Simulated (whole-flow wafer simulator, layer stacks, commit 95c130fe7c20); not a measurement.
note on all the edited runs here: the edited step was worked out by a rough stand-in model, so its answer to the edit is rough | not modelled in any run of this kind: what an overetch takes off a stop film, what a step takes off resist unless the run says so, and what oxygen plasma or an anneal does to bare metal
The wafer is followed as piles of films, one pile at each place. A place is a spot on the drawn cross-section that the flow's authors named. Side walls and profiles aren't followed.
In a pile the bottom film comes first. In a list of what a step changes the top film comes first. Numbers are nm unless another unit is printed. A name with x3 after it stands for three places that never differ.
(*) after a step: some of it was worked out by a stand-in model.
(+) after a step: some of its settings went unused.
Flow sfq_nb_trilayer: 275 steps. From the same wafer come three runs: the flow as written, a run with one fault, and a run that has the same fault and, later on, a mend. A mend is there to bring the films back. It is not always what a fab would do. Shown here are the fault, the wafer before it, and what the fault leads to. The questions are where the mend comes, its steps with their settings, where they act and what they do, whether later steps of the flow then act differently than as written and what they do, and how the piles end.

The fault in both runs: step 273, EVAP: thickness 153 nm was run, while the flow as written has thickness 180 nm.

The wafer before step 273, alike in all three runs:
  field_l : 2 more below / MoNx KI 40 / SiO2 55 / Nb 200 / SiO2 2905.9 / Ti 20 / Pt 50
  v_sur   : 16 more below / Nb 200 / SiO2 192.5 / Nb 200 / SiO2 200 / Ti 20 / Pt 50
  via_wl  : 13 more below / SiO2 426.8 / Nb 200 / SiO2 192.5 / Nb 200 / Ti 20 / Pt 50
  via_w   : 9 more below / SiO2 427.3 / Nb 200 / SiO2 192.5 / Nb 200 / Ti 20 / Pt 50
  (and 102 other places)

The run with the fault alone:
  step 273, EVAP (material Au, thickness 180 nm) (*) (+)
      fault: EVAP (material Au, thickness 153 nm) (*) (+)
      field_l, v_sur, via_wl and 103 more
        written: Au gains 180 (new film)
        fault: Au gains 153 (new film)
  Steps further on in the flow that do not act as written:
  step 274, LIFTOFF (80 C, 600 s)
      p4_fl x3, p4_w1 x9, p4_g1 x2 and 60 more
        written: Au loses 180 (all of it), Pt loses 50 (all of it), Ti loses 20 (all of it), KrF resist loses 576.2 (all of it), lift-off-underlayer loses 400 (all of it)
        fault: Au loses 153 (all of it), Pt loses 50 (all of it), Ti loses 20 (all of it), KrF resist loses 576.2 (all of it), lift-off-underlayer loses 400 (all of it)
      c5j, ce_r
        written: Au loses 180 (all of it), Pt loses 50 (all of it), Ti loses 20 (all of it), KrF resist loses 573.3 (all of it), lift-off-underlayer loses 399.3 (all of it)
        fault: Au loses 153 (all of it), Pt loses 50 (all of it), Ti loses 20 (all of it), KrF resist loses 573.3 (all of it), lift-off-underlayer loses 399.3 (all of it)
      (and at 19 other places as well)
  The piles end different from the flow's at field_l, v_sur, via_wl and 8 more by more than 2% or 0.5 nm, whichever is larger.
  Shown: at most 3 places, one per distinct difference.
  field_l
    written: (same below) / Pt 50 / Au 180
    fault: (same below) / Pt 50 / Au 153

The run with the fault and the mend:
  The mend stands after step 273.
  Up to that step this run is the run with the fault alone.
  step 273a, EVAP (material Au, thickness 27 nm) (*) (+) (the flow's step 273, run once more with other settings)
      field_l, v_sur, via_wl and 103 more
        Au gains 27
  None of the later steps of the flow acts differently than as written at any place that is followed.
  By the end, the piles equal the flow's at every place that both follow.
